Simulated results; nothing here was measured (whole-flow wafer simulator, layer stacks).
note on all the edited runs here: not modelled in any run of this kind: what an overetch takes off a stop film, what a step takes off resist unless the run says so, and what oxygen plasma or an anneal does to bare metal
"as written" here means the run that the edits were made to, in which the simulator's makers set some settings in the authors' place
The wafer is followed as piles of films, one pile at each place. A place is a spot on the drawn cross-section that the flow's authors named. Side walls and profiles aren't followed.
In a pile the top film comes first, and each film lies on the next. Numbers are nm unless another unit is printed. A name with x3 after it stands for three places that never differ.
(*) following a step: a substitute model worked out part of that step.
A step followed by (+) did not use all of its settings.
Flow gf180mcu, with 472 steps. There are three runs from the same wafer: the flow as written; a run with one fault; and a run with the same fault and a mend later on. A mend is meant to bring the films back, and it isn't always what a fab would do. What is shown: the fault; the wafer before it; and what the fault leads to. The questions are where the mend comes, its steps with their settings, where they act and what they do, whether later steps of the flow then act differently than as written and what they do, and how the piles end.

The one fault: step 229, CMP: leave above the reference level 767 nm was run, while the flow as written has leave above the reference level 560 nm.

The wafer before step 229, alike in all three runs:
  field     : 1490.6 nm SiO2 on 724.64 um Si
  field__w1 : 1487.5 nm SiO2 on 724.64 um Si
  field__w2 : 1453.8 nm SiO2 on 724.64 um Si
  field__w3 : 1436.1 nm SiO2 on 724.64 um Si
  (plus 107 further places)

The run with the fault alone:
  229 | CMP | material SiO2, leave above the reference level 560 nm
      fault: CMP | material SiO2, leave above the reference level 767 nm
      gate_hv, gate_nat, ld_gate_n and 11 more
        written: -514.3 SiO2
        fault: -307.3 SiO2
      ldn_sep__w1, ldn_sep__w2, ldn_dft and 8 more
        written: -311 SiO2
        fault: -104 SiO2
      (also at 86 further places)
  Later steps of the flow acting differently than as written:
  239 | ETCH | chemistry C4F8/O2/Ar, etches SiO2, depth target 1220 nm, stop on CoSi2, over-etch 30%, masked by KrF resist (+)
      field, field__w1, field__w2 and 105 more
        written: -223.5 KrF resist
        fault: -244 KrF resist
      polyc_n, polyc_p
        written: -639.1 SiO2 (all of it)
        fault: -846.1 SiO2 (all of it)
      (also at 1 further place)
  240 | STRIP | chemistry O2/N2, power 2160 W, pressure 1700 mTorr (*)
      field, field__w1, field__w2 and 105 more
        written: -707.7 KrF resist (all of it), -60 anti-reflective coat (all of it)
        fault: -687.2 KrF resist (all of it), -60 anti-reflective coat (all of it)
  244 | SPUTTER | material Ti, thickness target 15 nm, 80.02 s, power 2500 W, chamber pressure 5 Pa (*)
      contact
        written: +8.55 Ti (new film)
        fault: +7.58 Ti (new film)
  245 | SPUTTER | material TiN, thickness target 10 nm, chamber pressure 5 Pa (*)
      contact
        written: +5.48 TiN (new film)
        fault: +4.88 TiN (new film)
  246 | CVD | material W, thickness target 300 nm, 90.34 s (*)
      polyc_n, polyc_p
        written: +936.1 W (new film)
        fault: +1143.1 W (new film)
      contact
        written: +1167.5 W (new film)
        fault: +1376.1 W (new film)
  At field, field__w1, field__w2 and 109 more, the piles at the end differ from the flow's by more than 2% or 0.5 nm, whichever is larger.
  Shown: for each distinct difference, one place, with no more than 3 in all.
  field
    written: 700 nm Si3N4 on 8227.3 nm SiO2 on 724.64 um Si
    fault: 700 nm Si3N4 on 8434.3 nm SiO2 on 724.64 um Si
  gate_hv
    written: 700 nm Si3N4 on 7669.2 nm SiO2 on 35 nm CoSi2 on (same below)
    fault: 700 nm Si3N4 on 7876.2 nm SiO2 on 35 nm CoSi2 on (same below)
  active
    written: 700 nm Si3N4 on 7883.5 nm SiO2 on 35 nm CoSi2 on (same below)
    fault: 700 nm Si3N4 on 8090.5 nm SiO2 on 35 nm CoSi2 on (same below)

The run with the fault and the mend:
  The mend follows step 229.
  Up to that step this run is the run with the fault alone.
  229a | CMP | material SiO2, leave above the reference level 560 nm (a further turn of the flow's step 229)
      field, field__w1, field__w2 and 108 more
        -207 SiO2
  None of the later steps of the flow acts differently than as written at any place that is followed.
  At every place that both follow, the piles at the end match the flow's.
